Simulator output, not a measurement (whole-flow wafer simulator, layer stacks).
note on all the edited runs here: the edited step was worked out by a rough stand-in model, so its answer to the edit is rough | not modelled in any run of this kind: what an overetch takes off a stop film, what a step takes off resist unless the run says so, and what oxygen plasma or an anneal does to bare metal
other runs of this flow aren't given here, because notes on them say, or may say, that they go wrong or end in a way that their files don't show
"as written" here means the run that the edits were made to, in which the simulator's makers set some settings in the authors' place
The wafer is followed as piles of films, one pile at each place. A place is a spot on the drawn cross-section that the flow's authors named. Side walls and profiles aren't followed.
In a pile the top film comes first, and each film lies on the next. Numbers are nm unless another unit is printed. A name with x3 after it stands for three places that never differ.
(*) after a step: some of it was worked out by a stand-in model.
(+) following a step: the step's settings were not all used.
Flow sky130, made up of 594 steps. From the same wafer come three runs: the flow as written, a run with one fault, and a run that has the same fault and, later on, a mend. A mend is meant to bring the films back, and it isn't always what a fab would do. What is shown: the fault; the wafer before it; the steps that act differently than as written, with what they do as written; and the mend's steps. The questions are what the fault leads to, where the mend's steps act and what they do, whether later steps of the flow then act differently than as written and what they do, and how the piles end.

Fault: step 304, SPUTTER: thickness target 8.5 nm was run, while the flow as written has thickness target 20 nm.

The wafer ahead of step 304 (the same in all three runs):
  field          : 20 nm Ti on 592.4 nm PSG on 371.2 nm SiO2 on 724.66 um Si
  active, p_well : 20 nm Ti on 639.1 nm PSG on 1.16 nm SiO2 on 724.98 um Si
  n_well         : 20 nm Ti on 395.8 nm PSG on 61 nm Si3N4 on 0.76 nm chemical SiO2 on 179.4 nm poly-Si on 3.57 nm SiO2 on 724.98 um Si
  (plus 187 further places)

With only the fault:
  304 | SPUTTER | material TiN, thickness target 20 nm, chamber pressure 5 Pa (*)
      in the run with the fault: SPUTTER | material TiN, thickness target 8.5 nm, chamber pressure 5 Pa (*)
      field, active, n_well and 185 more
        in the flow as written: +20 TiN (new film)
        in the run with the fault: +8.5 TiN (new film)
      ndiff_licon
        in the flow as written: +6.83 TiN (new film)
        in the run with the fault: +2.95 TiN (new film)
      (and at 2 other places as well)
  Steps later in the flow that act otherwise than as written (1 other step is not shown; it differs only slightly, by no more than 2% or 0.5 nm, whichever is larger):
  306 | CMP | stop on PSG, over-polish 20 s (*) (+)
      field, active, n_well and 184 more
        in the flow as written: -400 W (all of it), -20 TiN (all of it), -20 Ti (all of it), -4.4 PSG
        in the run with the fault: -400 W (all of it), -8.5 TiN (all of it), -20 Ti (all of it), -4.4 PSG
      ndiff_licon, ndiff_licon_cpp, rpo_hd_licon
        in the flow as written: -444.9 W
        in the run with the fault: -433.4 W
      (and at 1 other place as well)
  The piles end different from the flow's at poly_licon, ndiff_licon, ndiff_licon_cpp, rpo_hd_licon by more than 2% or 0.5 nm, whichever is larger.
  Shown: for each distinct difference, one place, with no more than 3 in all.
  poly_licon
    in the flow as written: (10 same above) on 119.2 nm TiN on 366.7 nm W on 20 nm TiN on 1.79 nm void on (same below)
    in the run with the fault: (10 same above) on 119.2 nm TiN on 378.2 nm W on 8.5 nm TiN on 1.79 nm void on (same below)
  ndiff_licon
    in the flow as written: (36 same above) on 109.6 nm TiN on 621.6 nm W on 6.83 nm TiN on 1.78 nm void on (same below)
    in the run with the fault: (36 same above) on 109.6 nm TiN on 625.5 nm W on 2.95 nm TiN on 1.78 nm void on (same below)
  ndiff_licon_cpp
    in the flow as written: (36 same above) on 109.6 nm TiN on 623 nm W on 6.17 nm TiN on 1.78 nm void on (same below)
    in the run with the fault: (36 same above) on 109.6 nm TiN on 626.5 nm W on 2.67 nm TiN on 1.78 nm void on (same below)

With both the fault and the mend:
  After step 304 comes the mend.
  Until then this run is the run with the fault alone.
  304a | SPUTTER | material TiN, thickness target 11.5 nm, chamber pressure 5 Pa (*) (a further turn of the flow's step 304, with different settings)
      field, active, n_well and 185 more
        +11.5 TiN
      ndiff_licon
        +3.88 TiN
      ndiff_licon_cpp
        +3.5 TiN
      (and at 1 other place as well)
  Later steps of the flow that are run all act as written at every place that is followed, up to a difference of at most 2% or 0.5 nm, whichever is larger.
  When the end is reached, the piles differ only a little from the flow's at the places that both follow, at most by 2% or 0.5 nm, whichever is larger.
